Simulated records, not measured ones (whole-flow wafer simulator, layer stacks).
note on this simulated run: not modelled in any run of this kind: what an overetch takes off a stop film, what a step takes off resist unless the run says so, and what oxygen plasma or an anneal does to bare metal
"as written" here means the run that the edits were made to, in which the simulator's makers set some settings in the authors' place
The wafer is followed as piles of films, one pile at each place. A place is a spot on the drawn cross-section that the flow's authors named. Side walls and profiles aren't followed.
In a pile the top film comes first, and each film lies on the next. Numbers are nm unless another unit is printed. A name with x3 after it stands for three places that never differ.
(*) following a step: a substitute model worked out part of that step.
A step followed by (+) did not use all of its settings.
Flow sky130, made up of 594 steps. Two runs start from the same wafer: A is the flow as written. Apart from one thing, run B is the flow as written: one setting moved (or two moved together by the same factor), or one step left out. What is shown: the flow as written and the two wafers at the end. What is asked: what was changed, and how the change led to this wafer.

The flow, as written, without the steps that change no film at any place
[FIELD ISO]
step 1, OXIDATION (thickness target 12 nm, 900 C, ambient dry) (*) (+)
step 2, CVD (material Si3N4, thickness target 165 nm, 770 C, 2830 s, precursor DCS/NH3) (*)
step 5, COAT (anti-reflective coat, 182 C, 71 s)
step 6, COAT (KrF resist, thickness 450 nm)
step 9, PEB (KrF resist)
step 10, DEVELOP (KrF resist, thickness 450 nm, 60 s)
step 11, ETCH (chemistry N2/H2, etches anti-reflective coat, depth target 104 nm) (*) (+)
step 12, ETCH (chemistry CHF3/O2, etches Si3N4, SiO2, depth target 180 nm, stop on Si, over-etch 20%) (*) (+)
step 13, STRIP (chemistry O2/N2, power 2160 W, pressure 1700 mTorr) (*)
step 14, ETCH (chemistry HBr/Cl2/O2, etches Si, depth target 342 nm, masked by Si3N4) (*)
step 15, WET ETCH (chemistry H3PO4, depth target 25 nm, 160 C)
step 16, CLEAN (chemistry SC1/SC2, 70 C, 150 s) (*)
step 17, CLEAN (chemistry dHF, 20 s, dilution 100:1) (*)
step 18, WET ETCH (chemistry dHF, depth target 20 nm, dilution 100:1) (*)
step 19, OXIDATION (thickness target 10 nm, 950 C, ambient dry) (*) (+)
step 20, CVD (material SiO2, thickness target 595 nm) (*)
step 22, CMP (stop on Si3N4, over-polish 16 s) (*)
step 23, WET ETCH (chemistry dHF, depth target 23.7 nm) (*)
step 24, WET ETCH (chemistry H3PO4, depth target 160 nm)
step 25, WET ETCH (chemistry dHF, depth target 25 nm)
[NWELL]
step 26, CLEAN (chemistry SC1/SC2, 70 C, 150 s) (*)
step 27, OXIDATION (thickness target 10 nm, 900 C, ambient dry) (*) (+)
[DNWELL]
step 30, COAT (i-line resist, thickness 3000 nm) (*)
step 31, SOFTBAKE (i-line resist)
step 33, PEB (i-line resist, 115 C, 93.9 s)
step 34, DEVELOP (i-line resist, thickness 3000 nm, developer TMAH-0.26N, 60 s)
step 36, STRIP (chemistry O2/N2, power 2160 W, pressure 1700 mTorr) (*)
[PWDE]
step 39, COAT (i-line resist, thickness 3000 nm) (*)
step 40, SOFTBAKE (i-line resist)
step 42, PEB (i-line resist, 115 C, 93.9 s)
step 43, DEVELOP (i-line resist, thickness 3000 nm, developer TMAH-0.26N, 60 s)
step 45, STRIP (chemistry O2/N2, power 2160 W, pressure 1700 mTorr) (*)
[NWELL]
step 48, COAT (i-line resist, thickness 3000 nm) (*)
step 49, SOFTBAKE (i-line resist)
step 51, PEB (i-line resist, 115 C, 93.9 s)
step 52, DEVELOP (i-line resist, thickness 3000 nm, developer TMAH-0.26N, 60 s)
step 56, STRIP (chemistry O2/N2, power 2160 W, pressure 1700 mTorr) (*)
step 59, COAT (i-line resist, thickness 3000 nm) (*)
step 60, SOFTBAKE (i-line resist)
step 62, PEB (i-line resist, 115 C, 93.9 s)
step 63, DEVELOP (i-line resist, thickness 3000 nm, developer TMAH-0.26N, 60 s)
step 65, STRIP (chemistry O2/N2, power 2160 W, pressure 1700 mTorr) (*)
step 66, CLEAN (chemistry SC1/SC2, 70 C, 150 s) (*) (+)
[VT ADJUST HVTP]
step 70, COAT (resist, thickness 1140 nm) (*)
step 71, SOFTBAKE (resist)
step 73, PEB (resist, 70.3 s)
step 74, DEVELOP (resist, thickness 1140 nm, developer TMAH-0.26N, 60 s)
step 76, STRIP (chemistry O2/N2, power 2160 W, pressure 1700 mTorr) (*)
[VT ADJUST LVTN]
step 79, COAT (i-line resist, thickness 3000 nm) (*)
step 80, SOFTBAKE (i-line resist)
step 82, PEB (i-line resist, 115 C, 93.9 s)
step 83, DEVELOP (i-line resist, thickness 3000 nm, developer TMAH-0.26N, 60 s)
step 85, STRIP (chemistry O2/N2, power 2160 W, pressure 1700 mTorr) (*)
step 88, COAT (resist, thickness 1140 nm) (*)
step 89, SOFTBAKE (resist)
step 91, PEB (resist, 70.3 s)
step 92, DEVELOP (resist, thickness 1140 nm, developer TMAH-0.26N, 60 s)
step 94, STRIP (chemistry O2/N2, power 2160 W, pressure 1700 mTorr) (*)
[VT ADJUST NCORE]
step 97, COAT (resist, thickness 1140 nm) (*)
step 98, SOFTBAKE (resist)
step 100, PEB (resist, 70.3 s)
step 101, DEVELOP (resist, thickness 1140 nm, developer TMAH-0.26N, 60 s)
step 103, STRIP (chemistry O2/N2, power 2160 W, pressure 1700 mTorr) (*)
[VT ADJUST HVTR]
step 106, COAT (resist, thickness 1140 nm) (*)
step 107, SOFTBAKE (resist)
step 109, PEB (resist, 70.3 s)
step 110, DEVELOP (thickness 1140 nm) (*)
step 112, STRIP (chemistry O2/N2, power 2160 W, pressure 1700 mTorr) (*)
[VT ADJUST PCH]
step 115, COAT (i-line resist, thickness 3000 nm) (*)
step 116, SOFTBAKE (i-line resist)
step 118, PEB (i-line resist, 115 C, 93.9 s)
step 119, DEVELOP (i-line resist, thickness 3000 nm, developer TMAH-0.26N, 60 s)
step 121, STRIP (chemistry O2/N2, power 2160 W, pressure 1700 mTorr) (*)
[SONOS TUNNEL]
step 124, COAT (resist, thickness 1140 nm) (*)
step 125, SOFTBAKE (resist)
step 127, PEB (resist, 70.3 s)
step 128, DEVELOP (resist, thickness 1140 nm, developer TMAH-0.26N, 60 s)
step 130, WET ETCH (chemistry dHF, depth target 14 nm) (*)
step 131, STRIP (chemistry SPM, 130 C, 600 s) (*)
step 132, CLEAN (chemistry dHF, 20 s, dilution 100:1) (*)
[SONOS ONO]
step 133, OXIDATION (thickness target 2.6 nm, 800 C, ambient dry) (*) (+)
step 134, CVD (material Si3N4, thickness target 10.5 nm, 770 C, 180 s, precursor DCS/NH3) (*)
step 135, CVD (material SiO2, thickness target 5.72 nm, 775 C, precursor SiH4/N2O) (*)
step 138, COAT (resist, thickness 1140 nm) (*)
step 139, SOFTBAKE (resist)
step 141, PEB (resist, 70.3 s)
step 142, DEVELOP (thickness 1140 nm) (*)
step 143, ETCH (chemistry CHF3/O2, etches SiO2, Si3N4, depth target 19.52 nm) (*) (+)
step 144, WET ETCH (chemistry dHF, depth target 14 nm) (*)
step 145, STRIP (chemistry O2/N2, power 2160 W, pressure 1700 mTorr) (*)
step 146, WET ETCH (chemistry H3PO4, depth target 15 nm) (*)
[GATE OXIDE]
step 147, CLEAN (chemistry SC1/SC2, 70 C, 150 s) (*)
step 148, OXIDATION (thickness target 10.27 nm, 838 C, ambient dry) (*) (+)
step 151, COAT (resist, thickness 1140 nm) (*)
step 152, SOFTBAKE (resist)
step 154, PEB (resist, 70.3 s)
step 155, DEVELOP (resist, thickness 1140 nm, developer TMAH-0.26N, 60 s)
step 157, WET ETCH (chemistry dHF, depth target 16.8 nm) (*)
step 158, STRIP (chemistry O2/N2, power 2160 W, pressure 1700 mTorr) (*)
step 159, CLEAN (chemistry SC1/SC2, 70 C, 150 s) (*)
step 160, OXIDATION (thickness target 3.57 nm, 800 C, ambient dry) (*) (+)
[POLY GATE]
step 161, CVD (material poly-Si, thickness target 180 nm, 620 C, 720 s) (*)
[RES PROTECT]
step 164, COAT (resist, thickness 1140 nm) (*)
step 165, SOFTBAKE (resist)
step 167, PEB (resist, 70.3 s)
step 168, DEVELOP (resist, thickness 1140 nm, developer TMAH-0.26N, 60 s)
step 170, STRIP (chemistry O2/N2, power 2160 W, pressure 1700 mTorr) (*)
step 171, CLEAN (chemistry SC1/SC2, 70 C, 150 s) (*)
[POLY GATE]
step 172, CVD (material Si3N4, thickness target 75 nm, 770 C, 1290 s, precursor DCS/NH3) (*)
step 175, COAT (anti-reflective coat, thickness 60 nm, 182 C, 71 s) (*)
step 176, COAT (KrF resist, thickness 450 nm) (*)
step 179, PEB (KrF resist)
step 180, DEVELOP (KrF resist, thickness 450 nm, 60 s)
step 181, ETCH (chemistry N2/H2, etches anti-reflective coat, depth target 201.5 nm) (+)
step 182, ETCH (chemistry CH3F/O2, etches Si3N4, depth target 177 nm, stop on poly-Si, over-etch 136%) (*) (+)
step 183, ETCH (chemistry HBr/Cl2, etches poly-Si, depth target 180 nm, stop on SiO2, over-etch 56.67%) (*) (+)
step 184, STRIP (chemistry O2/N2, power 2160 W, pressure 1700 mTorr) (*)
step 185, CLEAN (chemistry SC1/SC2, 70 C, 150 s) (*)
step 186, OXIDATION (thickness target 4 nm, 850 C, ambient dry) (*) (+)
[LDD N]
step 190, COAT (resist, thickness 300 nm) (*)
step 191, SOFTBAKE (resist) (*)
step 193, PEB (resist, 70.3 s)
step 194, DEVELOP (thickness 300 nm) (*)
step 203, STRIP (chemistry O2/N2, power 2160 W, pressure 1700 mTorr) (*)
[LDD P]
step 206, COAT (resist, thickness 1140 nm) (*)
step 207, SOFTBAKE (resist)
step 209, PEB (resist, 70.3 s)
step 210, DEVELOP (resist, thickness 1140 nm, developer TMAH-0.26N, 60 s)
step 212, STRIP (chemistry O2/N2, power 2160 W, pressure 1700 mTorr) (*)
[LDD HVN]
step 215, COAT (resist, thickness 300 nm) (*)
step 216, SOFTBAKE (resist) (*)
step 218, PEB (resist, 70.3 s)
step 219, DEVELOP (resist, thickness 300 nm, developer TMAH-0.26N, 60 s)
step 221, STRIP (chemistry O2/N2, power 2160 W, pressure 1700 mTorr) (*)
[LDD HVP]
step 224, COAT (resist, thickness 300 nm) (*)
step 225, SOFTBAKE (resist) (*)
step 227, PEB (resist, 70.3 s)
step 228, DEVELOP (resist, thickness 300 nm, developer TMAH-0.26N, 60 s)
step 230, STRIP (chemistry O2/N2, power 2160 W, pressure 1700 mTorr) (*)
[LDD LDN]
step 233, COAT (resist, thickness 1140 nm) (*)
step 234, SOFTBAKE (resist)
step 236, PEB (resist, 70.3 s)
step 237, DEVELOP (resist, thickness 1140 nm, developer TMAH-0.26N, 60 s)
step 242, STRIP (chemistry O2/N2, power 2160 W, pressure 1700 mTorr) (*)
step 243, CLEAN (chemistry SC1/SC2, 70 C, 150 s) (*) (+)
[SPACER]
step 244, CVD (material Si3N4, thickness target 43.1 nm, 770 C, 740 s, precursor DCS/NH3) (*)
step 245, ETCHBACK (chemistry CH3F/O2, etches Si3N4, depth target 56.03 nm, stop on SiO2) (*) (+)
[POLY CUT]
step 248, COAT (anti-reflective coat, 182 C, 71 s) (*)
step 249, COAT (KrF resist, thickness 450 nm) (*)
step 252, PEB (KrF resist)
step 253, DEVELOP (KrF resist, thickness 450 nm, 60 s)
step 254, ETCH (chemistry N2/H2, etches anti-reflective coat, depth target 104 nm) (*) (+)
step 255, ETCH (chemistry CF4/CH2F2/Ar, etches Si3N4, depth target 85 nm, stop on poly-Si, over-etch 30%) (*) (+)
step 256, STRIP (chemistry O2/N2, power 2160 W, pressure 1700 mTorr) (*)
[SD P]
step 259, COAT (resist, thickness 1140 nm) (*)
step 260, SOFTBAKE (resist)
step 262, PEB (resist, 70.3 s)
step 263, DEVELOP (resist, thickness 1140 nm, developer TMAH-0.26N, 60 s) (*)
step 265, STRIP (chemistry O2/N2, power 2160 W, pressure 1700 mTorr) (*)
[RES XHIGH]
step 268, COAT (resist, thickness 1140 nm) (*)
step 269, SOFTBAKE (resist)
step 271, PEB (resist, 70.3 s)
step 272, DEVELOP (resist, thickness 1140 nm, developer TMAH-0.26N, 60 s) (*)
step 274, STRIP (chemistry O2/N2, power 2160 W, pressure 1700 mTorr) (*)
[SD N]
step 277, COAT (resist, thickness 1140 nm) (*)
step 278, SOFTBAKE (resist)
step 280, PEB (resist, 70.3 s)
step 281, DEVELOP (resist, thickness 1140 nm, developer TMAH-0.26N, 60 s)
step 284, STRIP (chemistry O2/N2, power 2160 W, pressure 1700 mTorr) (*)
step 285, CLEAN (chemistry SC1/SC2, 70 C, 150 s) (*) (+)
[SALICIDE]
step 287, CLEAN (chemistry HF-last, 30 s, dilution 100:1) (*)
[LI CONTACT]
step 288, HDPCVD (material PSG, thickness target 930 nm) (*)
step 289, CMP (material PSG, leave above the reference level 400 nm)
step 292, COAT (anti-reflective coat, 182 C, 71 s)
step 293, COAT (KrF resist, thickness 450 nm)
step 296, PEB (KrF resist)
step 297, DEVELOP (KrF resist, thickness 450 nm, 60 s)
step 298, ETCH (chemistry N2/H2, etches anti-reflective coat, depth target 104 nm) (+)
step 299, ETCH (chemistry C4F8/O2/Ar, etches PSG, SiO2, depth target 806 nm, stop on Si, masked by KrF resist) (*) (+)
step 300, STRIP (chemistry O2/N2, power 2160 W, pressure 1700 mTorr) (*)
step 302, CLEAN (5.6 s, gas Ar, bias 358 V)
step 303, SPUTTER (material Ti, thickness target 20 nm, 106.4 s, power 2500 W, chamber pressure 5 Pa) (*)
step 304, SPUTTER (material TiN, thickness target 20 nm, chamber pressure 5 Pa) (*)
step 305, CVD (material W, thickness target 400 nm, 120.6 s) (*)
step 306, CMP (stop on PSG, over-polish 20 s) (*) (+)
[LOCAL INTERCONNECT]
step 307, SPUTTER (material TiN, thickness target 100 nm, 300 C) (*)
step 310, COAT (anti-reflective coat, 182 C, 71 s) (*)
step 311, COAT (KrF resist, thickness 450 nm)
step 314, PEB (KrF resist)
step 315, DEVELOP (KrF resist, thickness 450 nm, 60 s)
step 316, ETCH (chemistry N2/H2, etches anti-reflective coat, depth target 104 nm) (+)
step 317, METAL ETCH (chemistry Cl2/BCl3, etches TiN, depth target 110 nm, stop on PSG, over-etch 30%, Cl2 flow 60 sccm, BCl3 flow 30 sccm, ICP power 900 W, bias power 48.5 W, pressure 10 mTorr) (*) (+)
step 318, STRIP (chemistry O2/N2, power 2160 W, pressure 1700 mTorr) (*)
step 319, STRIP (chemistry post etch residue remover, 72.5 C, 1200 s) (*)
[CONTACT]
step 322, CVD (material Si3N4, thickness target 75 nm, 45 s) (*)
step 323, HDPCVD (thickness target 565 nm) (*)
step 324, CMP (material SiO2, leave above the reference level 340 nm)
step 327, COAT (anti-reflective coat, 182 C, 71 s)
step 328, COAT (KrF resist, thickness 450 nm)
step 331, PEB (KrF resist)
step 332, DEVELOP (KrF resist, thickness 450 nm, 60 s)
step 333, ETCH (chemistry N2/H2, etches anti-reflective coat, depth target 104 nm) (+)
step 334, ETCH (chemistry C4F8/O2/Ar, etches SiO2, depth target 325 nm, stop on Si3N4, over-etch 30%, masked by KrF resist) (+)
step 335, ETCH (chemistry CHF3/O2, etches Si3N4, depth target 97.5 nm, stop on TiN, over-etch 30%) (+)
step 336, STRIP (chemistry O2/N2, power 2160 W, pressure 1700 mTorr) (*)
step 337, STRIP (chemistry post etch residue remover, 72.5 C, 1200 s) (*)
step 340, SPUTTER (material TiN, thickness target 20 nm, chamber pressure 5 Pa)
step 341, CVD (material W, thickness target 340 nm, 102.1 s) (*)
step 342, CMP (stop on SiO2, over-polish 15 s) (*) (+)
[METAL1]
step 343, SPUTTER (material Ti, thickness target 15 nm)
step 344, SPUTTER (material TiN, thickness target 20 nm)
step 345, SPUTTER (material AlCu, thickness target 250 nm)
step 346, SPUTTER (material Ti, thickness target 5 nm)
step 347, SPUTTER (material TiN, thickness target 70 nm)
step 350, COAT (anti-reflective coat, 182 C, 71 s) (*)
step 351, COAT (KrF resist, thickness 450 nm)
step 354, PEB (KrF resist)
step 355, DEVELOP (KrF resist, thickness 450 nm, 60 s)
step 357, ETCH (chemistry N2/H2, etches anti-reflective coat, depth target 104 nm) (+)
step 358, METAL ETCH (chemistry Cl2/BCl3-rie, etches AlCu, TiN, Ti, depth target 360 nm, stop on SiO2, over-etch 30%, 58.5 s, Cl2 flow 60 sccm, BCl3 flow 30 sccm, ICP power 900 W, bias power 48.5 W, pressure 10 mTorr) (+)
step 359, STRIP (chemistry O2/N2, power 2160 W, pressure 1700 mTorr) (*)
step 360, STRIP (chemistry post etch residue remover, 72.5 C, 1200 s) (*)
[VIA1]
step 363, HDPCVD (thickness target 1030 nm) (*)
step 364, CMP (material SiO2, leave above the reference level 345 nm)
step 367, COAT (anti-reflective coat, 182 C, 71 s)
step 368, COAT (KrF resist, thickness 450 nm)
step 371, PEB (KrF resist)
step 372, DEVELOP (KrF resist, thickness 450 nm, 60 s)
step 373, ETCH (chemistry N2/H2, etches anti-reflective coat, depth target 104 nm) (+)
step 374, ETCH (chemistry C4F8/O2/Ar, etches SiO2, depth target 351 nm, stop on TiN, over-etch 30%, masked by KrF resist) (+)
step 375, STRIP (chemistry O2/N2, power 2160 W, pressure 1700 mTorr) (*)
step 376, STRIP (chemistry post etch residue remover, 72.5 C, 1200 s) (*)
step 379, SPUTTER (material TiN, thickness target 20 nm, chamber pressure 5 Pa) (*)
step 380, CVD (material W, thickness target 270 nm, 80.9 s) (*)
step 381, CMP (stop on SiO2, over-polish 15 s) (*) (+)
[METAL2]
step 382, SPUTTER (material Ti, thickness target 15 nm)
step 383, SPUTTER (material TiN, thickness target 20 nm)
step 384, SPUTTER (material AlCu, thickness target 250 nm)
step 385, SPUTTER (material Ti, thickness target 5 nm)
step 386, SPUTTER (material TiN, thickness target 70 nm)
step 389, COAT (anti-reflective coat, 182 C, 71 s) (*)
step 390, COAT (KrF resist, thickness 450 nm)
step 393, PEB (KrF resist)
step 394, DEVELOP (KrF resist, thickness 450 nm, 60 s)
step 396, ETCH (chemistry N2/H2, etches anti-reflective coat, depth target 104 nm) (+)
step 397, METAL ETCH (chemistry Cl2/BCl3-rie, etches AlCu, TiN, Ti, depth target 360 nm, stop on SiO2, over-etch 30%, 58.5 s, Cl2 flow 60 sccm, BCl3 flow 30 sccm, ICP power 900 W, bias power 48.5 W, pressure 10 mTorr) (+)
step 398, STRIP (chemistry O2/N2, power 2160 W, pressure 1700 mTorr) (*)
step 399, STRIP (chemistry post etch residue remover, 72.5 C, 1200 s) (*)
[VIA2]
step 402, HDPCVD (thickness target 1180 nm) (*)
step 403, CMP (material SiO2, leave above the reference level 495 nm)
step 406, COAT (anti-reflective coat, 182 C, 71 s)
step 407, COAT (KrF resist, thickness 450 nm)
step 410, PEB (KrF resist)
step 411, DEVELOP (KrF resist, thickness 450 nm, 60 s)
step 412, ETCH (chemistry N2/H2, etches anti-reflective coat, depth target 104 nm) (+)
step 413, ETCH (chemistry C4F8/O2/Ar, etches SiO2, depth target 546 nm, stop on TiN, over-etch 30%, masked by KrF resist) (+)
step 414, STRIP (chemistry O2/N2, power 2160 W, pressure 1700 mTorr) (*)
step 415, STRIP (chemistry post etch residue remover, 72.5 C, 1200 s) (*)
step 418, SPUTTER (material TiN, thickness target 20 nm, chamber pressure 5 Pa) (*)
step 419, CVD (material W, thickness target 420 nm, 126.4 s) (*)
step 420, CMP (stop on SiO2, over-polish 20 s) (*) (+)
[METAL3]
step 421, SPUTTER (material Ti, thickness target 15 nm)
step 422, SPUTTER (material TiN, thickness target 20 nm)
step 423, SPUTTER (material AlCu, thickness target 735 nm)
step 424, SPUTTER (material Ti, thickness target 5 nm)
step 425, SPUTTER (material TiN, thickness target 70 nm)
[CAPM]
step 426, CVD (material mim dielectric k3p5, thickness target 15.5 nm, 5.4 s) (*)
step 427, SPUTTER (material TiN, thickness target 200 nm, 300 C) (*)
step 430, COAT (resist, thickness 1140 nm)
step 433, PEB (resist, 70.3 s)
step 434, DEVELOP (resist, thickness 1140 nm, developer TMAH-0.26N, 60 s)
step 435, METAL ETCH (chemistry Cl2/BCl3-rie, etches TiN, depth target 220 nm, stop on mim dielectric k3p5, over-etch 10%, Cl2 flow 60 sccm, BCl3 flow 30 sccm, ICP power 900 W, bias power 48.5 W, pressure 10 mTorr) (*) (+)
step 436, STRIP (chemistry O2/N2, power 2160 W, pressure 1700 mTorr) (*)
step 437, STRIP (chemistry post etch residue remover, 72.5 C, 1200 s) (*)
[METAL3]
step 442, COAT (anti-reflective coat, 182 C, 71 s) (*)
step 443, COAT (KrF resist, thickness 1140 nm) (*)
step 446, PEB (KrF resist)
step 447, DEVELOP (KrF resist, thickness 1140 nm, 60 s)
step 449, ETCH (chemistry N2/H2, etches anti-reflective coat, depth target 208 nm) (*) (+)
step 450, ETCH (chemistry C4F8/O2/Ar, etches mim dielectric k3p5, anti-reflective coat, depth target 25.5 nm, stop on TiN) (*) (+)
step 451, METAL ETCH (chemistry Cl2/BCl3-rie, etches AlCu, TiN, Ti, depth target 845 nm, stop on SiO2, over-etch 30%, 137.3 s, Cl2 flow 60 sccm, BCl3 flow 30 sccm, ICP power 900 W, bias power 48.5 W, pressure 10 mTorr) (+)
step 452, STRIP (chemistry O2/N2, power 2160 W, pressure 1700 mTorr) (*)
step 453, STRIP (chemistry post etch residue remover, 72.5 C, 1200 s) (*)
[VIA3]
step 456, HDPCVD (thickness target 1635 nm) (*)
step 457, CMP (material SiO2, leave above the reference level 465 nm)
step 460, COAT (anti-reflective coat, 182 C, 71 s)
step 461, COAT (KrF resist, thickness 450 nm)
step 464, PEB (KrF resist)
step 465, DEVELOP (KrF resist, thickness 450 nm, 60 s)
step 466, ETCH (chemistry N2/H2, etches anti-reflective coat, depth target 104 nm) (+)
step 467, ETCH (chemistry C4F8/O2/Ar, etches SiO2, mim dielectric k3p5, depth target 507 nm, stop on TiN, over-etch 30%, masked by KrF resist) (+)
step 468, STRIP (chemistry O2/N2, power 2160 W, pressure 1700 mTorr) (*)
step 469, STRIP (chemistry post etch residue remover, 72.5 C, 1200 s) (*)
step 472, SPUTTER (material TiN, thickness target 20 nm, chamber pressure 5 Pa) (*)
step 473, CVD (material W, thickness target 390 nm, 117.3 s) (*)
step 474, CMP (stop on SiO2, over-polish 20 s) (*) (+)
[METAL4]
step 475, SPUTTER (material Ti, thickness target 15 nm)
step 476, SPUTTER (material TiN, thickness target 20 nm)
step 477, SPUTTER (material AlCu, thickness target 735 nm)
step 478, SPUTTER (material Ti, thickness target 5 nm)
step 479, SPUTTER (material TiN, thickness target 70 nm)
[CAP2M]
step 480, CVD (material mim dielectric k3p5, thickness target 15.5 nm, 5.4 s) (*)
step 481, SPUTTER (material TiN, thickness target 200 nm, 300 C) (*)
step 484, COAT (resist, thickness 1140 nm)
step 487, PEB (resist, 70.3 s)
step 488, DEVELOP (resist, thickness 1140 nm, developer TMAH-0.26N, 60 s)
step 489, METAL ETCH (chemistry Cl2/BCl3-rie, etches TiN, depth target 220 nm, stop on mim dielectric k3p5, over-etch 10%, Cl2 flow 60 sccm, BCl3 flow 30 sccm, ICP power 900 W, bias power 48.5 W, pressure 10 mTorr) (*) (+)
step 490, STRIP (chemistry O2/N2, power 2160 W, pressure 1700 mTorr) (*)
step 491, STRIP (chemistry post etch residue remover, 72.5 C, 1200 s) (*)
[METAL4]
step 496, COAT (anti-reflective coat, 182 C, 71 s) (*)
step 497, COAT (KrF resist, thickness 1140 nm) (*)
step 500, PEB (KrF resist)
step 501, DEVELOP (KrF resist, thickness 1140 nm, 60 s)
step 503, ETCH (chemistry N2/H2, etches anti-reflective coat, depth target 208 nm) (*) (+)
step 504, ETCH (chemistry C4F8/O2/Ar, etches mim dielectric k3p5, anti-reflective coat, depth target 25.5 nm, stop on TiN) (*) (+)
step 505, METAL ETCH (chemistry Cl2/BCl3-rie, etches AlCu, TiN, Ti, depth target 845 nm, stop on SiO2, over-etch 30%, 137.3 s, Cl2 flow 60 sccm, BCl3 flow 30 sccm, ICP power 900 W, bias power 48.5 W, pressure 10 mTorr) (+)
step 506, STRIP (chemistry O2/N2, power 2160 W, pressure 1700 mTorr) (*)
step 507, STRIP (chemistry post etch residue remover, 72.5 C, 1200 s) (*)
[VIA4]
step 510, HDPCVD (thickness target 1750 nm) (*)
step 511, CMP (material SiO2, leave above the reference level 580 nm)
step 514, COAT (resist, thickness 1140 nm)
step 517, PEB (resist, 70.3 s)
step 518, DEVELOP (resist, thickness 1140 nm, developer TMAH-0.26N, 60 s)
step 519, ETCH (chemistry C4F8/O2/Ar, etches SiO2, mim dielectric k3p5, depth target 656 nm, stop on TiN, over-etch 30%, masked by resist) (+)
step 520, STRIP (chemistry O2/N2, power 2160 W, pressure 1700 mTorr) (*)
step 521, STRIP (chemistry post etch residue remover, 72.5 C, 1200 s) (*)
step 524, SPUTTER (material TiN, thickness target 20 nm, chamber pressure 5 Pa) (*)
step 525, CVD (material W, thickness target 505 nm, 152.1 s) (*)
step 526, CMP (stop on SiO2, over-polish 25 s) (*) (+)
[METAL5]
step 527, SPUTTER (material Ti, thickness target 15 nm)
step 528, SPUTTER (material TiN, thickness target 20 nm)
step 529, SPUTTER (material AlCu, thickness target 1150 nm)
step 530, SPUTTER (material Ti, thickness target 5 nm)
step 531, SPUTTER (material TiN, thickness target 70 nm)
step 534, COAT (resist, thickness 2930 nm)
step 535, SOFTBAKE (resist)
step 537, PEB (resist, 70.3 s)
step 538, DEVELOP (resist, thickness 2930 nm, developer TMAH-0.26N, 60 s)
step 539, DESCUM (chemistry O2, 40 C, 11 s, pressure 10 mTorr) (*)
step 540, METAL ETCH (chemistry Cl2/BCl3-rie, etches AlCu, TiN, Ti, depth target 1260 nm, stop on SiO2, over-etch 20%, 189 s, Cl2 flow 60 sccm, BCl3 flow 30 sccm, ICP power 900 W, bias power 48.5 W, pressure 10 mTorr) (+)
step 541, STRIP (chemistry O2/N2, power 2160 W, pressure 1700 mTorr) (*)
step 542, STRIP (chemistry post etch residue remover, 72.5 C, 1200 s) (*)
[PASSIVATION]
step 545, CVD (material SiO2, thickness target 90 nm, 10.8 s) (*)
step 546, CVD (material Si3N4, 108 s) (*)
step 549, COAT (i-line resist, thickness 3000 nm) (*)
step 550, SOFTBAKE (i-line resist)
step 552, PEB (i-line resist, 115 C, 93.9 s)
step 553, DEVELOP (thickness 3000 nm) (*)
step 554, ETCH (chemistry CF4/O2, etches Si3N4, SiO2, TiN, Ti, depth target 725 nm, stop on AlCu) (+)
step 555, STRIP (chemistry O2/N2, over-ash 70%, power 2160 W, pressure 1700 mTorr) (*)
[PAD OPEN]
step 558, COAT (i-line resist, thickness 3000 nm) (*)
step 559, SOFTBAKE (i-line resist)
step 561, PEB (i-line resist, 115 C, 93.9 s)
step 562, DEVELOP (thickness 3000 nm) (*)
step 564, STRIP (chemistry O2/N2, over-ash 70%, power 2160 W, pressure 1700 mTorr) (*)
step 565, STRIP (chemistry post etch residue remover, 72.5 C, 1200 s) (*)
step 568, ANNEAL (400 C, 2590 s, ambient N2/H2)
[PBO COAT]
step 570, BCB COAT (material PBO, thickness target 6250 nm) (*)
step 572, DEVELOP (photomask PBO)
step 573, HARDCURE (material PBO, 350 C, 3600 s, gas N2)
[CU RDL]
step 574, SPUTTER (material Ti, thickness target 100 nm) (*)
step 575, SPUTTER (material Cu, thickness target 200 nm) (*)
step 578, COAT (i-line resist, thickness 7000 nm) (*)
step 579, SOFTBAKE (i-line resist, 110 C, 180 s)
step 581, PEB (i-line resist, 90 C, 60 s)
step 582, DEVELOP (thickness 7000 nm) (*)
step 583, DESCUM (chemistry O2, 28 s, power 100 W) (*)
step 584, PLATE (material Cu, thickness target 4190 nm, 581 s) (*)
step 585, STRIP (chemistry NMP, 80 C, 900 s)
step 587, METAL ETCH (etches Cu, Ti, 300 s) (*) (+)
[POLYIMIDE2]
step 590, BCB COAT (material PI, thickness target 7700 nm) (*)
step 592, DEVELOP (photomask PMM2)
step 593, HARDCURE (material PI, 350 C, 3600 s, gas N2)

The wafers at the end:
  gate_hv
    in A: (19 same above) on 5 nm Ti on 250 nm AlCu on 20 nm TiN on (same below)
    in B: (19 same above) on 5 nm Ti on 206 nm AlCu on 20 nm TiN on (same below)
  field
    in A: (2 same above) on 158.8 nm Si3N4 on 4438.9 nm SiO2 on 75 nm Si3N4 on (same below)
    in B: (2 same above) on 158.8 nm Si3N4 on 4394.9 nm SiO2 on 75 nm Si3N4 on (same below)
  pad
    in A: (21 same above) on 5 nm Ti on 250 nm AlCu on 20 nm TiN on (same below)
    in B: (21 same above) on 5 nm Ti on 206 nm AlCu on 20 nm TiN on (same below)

The reason: step 384, SPUTTER: thickness target 206 nm was run, though the flow has thickness target 250 nm.
The wafer itself shows it: gate_hv has AlCu 206, and step 384 as written asks for 250 nm.

Step by step, how the change led to this:
  step 384, SPUTTER (material AlCu, thickness target 250 nm)
      field, active, n_well and 188 more: A AlCu gains 250 (new film) | B AlCu gains 206 (new film)
  step 397, METAL ETCH (chemistry Cl2/BCl3-rie, etches AlCu, TiN, Ti, depth target 360 nm, stop on SiO2, over-etch 30%, 58.5 s, Cl2 flow 60 sccm, BCl3 flow 30 sccm, ICP power 900 W, bias power 48.5 W, pressure 10 mTorr) (+)
      field, active, gate and 82 more: A TiN loses 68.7 (all of it), Ti loses 5 (all of it), AlCu loses 250 (all of it), TiN loses 20 (all of it), Ti loses 15 (all of it), SiO2 loses 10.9 | B TiN loses 68.7 (all of it), Ti loses 5 (all of it), AlCu loses 206 (all of it), TiN loses 20 (all of it), Ti loses 15 (all of it), SiO2 loses 15.3
  step 403, CMP (material SiO2, leave above the reference level 495 nm)
      field, active, gate and 82 more: A SiO2 loses 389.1 | B SiO2 loses 428.7
